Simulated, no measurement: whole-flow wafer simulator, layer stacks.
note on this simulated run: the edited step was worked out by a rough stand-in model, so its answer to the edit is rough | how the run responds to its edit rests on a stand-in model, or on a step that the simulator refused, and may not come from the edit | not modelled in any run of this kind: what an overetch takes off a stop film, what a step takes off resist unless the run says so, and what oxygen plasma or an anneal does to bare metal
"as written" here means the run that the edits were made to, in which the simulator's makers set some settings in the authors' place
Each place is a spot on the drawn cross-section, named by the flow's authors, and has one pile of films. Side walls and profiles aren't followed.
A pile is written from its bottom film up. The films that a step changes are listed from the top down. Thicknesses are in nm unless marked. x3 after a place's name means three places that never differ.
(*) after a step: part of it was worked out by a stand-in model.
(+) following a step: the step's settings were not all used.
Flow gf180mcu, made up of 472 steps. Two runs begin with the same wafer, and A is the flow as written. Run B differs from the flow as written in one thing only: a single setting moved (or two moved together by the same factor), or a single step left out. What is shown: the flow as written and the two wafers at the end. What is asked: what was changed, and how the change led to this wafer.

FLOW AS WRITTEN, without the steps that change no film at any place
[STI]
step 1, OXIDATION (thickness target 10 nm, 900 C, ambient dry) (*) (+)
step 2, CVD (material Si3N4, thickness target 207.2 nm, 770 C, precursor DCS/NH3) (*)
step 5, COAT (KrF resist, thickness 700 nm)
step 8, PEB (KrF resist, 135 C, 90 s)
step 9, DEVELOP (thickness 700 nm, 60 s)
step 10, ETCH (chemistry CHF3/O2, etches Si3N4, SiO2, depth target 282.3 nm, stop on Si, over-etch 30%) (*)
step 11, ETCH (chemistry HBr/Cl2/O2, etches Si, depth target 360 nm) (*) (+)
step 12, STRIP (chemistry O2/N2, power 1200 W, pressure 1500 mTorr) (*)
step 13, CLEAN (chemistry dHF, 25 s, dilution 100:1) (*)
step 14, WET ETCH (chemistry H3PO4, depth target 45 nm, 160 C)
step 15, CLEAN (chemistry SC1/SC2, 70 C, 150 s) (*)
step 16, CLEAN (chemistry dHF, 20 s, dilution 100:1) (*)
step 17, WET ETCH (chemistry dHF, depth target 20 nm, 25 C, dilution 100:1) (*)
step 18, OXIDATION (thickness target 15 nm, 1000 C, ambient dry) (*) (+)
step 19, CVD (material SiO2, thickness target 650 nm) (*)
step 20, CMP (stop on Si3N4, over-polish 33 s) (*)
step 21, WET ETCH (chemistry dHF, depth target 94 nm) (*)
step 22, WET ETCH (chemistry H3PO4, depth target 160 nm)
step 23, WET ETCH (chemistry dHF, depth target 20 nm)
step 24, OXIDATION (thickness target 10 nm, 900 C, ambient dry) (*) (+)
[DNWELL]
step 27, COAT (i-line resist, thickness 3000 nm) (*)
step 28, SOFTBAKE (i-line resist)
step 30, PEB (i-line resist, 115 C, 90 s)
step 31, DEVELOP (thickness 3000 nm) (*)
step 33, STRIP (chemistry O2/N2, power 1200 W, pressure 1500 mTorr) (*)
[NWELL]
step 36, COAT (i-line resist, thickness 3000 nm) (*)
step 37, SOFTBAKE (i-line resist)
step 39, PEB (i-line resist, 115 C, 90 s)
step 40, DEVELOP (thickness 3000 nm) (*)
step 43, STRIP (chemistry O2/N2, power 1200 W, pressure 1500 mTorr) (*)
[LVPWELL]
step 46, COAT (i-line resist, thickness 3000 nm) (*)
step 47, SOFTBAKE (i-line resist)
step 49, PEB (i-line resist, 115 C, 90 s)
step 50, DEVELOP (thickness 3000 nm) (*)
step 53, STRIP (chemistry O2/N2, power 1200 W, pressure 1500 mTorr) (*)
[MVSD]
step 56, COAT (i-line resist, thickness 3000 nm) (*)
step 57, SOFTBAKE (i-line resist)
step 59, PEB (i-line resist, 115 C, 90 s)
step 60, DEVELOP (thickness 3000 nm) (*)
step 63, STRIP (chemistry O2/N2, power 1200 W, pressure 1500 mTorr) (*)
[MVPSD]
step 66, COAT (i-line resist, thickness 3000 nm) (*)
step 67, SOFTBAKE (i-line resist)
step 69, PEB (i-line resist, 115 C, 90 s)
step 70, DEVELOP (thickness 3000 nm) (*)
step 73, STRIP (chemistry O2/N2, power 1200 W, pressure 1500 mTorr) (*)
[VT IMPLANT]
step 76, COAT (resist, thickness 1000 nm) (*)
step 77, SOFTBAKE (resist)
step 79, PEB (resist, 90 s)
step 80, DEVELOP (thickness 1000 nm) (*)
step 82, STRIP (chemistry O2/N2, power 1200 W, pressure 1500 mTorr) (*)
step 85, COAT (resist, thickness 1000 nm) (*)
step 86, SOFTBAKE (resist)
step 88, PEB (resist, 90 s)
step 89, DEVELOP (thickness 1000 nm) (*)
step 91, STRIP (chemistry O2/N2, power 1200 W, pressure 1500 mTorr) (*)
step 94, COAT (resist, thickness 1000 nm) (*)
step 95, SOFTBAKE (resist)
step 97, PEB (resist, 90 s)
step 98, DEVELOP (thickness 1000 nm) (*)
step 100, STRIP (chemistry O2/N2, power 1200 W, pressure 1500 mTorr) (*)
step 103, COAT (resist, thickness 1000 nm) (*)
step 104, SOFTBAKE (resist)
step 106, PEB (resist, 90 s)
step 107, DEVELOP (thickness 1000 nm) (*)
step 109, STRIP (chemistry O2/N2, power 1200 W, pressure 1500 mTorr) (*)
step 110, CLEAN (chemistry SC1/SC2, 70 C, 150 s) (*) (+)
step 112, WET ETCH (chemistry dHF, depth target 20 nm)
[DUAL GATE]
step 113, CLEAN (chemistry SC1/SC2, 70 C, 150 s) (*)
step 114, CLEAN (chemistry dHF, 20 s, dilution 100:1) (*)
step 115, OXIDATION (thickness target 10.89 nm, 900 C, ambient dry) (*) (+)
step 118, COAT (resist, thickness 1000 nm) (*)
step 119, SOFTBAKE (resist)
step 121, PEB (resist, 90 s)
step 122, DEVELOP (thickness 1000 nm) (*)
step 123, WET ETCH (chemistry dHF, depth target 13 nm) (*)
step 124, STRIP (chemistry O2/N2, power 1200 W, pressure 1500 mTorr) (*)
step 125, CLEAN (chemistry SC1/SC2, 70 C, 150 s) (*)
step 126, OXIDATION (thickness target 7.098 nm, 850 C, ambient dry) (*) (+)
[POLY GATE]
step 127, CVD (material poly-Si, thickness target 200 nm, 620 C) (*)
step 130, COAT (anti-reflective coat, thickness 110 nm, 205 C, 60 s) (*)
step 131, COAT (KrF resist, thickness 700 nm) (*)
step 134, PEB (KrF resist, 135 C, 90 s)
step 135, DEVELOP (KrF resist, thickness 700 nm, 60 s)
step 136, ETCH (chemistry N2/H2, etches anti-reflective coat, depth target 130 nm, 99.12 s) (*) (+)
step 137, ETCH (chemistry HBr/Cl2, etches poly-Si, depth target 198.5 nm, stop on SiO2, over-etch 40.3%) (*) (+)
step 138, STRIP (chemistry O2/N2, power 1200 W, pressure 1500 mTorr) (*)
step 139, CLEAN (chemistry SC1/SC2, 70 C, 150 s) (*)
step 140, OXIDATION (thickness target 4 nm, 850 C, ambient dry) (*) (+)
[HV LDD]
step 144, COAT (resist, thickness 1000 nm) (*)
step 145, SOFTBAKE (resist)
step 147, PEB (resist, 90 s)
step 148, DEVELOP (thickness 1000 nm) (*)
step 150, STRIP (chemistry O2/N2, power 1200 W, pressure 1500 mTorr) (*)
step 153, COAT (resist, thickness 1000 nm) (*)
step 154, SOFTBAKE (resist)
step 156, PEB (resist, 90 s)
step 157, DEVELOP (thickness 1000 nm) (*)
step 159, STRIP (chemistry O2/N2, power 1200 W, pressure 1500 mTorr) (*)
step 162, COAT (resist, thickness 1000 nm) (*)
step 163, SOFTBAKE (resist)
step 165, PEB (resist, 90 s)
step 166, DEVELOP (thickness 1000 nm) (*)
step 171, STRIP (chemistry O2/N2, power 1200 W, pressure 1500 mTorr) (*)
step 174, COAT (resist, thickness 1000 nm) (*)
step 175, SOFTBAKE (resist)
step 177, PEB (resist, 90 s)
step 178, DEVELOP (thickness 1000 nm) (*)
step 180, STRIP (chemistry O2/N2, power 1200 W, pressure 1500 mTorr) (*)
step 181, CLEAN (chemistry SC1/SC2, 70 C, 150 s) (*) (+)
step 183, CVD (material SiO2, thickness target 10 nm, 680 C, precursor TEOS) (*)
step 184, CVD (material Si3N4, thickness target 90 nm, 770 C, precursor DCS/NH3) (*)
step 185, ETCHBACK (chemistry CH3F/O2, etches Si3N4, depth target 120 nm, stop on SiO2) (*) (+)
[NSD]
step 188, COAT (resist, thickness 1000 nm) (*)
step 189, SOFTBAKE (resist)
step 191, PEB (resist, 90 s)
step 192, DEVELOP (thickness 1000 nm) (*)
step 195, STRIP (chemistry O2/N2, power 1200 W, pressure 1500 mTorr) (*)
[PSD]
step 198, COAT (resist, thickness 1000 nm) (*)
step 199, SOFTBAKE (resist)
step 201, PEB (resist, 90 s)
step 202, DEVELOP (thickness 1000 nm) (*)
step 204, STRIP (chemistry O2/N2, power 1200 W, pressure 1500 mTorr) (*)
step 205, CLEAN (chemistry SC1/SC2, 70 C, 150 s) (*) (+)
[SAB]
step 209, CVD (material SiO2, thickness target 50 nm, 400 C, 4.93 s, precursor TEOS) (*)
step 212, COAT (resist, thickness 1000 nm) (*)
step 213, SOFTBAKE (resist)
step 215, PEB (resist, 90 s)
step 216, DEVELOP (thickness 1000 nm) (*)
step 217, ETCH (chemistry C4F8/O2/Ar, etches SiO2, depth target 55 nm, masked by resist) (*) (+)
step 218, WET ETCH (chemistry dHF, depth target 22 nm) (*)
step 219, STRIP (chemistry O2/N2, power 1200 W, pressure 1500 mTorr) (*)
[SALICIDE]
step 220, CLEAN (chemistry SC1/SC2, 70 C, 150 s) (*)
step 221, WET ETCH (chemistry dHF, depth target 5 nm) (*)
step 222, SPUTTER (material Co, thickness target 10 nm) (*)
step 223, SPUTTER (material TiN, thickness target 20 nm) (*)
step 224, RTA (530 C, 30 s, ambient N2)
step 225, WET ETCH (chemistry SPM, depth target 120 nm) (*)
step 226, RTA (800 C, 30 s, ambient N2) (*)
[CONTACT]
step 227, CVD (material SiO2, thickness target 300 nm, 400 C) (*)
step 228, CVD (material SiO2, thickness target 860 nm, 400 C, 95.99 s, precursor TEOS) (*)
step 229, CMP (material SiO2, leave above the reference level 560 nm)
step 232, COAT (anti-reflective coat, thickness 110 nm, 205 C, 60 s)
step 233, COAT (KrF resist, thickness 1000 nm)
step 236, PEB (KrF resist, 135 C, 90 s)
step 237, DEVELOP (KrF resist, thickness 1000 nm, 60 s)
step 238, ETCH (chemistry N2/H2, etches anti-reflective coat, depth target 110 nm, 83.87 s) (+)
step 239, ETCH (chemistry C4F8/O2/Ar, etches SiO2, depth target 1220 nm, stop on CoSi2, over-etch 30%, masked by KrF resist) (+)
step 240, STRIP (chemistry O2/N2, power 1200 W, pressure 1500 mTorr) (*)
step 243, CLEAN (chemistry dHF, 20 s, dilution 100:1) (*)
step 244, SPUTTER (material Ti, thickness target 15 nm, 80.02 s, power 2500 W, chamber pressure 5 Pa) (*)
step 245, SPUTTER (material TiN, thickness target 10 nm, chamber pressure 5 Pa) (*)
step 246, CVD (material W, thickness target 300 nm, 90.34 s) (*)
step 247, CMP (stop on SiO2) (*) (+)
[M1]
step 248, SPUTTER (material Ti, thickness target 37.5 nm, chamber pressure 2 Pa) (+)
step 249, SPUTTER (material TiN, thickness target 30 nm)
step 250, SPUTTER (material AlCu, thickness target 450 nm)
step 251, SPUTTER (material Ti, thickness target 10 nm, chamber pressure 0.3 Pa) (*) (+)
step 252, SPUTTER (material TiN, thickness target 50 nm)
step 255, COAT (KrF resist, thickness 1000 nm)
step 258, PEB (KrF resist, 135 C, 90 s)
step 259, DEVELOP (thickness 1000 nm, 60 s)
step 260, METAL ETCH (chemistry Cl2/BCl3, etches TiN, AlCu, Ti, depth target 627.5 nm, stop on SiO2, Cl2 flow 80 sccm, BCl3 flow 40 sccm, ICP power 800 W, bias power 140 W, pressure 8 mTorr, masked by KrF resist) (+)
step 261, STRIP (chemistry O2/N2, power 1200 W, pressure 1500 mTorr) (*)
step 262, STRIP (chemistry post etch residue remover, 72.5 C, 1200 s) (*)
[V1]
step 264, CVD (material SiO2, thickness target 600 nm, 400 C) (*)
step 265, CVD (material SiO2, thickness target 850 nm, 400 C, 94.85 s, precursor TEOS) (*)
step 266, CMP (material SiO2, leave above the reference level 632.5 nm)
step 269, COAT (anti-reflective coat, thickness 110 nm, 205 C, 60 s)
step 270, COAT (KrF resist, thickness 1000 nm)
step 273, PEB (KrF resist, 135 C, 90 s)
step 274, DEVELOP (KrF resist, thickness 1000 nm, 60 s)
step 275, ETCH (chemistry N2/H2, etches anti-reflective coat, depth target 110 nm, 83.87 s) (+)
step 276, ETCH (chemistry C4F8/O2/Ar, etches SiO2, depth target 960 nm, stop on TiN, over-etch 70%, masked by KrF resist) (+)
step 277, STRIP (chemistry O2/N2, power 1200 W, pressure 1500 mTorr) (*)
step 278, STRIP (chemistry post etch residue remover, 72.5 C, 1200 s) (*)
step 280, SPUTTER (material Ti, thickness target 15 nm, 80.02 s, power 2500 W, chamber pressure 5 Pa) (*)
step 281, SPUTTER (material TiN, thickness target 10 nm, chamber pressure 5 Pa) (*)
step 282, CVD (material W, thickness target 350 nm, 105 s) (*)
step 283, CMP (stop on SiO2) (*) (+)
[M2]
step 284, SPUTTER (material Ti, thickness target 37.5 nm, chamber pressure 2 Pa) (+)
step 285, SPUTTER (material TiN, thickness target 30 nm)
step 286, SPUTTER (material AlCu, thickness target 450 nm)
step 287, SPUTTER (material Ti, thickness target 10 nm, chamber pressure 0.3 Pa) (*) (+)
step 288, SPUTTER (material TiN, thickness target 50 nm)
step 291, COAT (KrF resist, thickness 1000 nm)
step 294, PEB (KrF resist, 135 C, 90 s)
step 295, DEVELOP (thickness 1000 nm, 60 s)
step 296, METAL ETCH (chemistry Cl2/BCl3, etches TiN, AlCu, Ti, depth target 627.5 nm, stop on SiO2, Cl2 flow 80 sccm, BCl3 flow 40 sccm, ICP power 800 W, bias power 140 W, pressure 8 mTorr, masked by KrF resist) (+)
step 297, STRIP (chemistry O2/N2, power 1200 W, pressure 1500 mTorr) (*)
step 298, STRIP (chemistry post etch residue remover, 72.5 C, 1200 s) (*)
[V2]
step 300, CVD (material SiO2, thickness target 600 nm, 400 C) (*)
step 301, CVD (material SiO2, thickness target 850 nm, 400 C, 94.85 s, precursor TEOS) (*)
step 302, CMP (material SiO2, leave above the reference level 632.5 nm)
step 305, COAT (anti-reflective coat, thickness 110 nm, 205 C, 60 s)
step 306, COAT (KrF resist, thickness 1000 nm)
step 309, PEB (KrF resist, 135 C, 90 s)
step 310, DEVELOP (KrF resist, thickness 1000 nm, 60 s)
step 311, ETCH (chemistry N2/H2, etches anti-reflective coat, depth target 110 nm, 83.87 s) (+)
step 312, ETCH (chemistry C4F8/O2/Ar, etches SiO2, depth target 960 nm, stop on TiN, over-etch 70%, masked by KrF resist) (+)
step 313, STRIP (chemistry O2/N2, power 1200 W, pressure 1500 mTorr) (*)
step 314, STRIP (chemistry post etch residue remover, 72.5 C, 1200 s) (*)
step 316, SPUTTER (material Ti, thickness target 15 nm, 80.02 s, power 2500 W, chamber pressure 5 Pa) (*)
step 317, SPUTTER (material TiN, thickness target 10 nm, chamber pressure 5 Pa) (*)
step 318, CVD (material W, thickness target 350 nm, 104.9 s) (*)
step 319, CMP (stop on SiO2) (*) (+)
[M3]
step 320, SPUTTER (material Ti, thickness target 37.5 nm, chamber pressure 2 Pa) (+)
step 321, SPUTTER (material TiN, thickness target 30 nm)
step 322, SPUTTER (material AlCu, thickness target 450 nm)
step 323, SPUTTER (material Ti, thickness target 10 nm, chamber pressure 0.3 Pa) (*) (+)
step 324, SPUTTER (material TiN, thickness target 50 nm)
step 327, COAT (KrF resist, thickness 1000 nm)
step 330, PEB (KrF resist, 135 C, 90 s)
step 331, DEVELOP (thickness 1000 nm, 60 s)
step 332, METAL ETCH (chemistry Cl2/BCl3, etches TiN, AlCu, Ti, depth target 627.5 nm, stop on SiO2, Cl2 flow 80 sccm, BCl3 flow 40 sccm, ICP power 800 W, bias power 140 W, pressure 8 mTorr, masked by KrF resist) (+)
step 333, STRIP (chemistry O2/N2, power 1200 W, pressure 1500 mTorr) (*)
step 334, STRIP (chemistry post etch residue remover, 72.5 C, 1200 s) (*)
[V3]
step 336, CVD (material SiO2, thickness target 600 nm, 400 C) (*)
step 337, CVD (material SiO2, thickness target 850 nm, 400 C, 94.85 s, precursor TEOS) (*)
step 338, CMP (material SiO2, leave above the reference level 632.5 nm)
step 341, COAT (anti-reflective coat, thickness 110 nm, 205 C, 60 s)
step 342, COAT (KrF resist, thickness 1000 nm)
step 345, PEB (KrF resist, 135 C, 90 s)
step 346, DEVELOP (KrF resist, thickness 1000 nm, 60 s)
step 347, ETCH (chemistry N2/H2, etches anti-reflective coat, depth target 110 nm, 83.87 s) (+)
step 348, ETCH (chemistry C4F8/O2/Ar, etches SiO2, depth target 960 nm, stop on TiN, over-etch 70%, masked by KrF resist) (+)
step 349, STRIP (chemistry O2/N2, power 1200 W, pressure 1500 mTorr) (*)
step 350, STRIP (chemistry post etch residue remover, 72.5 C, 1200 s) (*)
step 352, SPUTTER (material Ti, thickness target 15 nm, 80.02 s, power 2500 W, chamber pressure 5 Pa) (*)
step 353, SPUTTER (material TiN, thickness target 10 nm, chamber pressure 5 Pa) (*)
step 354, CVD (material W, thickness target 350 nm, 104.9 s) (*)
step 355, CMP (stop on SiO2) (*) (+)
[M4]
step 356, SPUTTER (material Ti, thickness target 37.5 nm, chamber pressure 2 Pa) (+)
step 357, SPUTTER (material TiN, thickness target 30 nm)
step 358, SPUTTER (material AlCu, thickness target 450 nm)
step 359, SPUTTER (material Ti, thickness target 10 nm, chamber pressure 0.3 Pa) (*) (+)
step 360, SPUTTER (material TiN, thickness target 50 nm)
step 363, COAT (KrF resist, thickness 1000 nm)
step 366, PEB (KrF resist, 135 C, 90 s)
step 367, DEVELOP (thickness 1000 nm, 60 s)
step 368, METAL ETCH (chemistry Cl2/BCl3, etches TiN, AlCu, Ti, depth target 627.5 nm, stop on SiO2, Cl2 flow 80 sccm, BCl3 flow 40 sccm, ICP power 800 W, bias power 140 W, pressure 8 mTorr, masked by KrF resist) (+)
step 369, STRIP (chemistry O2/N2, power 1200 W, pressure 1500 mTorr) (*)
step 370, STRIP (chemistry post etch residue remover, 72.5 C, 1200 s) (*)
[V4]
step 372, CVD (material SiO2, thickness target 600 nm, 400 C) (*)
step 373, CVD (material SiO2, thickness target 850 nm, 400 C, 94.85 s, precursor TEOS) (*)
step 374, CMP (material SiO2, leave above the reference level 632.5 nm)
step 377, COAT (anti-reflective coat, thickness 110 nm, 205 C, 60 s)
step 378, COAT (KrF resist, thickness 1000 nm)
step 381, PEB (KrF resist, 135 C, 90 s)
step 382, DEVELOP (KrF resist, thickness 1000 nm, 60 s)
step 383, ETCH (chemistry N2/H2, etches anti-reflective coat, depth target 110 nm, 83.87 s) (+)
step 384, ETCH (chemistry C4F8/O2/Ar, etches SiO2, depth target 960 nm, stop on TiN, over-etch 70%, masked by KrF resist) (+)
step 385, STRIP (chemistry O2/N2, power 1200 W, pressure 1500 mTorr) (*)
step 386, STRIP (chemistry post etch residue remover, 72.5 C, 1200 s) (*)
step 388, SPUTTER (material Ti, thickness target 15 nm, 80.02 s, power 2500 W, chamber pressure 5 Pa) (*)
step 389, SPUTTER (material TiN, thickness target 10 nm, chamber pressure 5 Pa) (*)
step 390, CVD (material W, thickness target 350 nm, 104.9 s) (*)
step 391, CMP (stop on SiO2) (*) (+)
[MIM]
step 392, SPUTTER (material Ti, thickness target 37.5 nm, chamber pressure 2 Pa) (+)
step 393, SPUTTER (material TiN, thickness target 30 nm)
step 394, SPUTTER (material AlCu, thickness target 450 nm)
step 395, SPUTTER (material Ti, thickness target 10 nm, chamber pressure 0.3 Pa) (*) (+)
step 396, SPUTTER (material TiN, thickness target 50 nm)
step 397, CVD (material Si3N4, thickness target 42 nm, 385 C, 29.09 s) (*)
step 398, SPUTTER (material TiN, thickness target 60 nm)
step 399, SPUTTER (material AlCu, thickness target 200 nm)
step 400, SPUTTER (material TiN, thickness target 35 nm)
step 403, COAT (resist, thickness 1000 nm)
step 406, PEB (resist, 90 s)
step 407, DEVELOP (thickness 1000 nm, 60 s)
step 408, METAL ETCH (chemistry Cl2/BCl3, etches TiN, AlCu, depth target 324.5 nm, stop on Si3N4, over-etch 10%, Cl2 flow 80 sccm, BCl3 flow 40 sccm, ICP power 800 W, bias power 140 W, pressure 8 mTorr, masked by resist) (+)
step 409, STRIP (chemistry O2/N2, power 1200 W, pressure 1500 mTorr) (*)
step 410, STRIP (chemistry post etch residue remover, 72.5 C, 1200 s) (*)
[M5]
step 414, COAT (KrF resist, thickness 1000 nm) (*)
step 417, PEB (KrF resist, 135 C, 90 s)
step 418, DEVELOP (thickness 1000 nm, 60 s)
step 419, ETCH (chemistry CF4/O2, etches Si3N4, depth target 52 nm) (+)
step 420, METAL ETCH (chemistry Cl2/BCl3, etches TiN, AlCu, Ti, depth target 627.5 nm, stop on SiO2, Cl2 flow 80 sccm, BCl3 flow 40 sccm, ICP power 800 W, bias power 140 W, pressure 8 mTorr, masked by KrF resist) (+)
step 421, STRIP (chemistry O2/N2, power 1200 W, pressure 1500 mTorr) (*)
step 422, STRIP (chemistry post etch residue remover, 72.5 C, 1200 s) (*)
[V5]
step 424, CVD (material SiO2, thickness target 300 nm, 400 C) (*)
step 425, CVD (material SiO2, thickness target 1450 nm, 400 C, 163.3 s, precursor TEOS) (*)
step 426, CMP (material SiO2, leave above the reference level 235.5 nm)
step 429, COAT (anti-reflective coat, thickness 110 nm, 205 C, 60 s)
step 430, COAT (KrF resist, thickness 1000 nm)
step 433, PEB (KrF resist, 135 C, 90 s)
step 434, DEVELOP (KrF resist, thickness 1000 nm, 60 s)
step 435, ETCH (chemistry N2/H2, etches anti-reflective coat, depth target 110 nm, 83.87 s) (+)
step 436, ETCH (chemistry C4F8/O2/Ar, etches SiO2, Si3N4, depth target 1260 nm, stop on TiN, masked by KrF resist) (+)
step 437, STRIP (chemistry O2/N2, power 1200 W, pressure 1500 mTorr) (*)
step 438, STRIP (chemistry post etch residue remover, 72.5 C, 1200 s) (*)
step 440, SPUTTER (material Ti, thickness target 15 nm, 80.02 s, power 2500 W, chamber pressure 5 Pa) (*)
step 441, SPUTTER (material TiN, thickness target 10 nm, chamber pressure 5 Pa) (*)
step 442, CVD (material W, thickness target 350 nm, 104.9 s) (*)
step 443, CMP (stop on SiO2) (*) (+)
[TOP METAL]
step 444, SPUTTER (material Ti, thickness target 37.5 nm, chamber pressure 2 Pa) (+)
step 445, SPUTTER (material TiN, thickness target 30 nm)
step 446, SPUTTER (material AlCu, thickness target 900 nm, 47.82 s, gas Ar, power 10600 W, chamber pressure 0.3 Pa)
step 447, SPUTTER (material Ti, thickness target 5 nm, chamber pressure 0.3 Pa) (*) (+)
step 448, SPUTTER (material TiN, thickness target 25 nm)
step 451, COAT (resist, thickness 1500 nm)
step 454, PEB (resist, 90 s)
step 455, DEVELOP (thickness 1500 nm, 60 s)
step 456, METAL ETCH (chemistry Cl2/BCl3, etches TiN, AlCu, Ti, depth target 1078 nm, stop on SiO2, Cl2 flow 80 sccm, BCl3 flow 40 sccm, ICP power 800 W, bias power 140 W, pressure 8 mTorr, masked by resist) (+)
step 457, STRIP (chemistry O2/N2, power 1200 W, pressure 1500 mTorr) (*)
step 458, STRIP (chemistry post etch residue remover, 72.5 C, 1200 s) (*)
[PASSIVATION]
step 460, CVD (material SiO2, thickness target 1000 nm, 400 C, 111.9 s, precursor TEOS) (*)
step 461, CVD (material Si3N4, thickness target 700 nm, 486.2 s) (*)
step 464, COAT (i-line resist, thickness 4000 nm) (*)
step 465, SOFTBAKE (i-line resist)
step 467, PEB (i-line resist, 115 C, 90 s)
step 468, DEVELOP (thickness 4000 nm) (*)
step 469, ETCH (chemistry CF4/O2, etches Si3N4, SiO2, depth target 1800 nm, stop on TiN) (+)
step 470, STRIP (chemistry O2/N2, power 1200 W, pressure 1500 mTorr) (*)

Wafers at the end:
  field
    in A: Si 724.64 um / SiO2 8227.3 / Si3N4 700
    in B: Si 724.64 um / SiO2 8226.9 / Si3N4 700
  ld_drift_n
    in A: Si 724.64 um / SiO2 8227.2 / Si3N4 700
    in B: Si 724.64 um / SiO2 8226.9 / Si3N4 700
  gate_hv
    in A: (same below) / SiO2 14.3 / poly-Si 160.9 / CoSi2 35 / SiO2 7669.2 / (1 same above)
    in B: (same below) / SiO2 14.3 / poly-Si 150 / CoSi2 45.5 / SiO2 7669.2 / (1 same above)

The reason: step 222, SPUTTER: thickness target 13 nm was run, while the flow as written has thickness target 10 nm.

Step by step, how the change led to this:
  step 222, SPUTTER (material Co, thickness target 10 nm) (*)
      field, field__w7, field__w8 and 71 more: A Co gains 10 (new film) | B Co gains 13 (new film)
      field__w6, field_sub, field_sub__w2: A Co gains 9.95 (new film) | B Co gains 12.9 (new film)
      (also at 34 further places)
  step 223, SPUTTER (material TiN, thickness target 20 nm) (*)
      field__w12: A TiN gains 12 (new film) | B TiN gains 12.6 (new film)
  step 224, RTA (530 C, 30 s, ambient N2)
      gate, gate_hv, gate_p and 22 more: A under 1 film: CoSi gains 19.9 (new film), Co loses 10 (all of it), poly-Si loses 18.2 | B under 1 film: CoSi gains 25.8 (new film), Co loses 13 (all of it), poly-Si loses 23.7
      active, p_well, sd_n and 11 more: A under 1 film: CoSi gains 19.9 (new film), Co loses 10 (all of it), Si loses 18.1 | B under 1 film: CoSi gains 25.8 (new film), Co loses 13 (all of it), Si loses 23.6
      (also at 10 further places)
  step 225, WET ETCH (chemistry SPM, depth target 120 nm) (*)
      field, field__w7, field__w8 and 32 more: A TiN loses 20 (all of it), Co loses 10 (all of it) | B TiN loses 20 (all of it), Co loses 13 (all of it)
      field__w9, nw_enc_fld_lv__w3: A TiN loses 19.1 (all of it), Co loses 9.6 (all of it) | B TiN loses 19.1 (all of it), Co loses 12.5 (all of it)
      (also at 25 further places)
  step 226, RTA (800 C, 30 s, ambient N2) (*)
      gate, gate_hv, gate_p and 22 more: A CoSi2 gains 35 (new film), CoSi loses 19.9 (all of it), poly-Si loses 18.2 | B CoSi2 gains 45.5 (new film), CoSi loses 25.8 (all of it), poly-Si loses 23.7
      active, p_well, sd_n and 11 more: A CoSi2 gains 35 (new film), CoSi loses 19.9 (all of it), Si loses 18.1 | B CoSi2 gains 45.5 (new film), CoSi loses 25.8 (all of it), Si loses 23.6
      (also at 10 further places)
